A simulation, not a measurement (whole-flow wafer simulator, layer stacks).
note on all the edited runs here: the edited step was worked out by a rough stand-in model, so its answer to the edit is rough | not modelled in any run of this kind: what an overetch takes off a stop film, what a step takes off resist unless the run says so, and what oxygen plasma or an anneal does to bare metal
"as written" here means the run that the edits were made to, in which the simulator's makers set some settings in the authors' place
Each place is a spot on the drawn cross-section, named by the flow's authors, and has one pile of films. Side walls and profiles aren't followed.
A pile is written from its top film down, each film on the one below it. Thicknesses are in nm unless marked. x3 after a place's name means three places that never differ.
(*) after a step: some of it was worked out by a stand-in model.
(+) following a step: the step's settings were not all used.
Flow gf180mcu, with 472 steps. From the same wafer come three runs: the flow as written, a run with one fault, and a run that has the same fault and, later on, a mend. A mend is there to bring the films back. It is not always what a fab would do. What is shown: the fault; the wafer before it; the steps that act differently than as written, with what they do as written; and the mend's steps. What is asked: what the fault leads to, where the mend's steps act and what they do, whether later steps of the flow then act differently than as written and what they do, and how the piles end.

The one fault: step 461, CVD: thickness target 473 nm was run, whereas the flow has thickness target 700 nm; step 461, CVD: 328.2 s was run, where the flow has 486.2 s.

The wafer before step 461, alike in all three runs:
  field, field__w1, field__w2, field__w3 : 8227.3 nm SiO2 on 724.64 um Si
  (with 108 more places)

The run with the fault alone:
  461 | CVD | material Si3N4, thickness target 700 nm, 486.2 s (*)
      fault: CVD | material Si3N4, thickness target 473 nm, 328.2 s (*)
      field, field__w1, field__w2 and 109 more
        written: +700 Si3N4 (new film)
        fault: +472.5 Si3N4 (new film)
  Later steps of the flow acting differently than as written (4 more steps, not shown, differ only slightly: by at most 2% or 0.5 nm, whichever is larger):
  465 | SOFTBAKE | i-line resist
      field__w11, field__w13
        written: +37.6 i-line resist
        fault: +36.5 i-line resist
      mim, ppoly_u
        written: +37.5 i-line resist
        fault: +36.4 i-line resist
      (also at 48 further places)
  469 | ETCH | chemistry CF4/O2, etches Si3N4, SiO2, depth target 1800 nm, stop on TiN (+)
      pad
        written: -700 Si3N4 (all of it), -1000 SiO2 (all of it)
        fault: -472.5 Si3N4 (all of it), -1000 SiO2 (all of it)
  At field, field__w1, field__w2 and 108 more, the piles at the end differ from the flow's by more than 2% or 0.5 nm, whichever is larger.
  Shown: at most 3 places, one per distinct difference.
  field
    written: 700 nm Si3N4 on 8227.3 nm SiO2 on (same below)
    fault: 472.5 nm Si3N4 on 8227.3 nm SiO2 on (same below)
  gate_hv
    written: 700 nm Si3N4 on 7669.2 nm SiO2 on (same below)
    fault: 472.5 nm Si3N4 on 7669.2 nm SiO2 on (same below)
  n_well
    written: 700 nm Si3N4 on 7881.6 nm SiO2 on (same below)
    fault: 472.5 nm Si3N4 on 7881.6 nm SiO2 on (same below)

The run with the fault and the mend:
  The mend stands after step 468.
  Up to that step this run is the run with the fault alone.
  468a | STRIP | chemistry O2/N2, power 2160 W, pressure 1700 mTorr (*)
      iso_ptap_pw, iso_ntap_nw, iso_nw_fld and 33 more
        -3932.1 i-line resist (all of it)
      p_well, sti, spacer, sd_n, mim_1p0, dice_street
        -3938.1 i-line resist (all of it)
      field__w2, field__w3, field__w6
        -3985 i-line resist (all of it)
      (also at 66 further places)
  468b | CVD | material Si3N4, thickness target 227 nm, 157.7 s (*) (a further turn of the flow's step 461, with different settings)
      field, field__w1, field__w2 and 109 more
        +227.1 Si3N4
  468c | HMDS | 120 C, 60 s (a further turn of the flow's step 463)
      leaves every film unchanged at each place that is followed
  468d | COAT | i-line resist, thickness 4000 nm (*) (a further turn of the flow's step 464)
      iso_ptap_pw, iso_ntap_nw, iso_nw_fld and 33 more
        +4000 i-line resist (new film)
      field__w5, field__w9, field__w11, field__w13, gate_p_hv, nplus_u
        +4017 i-line resist (new film)
      p_well, sti, spacer, sd_n, mim_1p0, dice_street
        +4006.3 i-line resist (new film)
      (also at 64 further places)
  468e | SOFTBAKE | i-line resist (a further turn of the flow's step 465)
      field__w11, field__w13, mim, ppoly_u
        +37.5 i-line resist
      ld_fp_p, ld_drift_p, ld_drn_p
        +33.8 i-line resist
      field__w2, field_sub__w3
        +33.3 i-line resist
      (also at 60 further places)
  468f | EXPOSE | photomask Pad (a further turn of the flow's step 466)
      leaves every film unchanged at each place that is followed
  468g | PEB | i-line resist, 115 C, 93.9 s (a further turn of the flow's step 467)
      iso_ptap_pw, iso_ntap_nw, iso_nw_fld and 33 more
        -67.9 i-line resist
      field, field__w2, field__w3 and 25 more
        -68.8 i-line resist
      field_sub, field_sub__w1, field_sub__w2 and 23 more
        -68.7 i-line resist
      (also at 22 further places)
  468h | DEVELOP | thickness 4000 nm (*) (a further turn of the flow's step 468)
      field__w7, field__w9, field_sub__w1 and 13 more
        -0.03 i-line resist
      pad
        -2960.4 i-line resist (all of it)
  None of the later steps of the flow differs from how it acts as written, at any place that is followed, by more than 2% or 0.5 nm, whichever is larger.
  When the end is reached, the piles differ only a little from the flow's at the places that both follow, at most by 2% or 0.5 nm, whichever is larger.
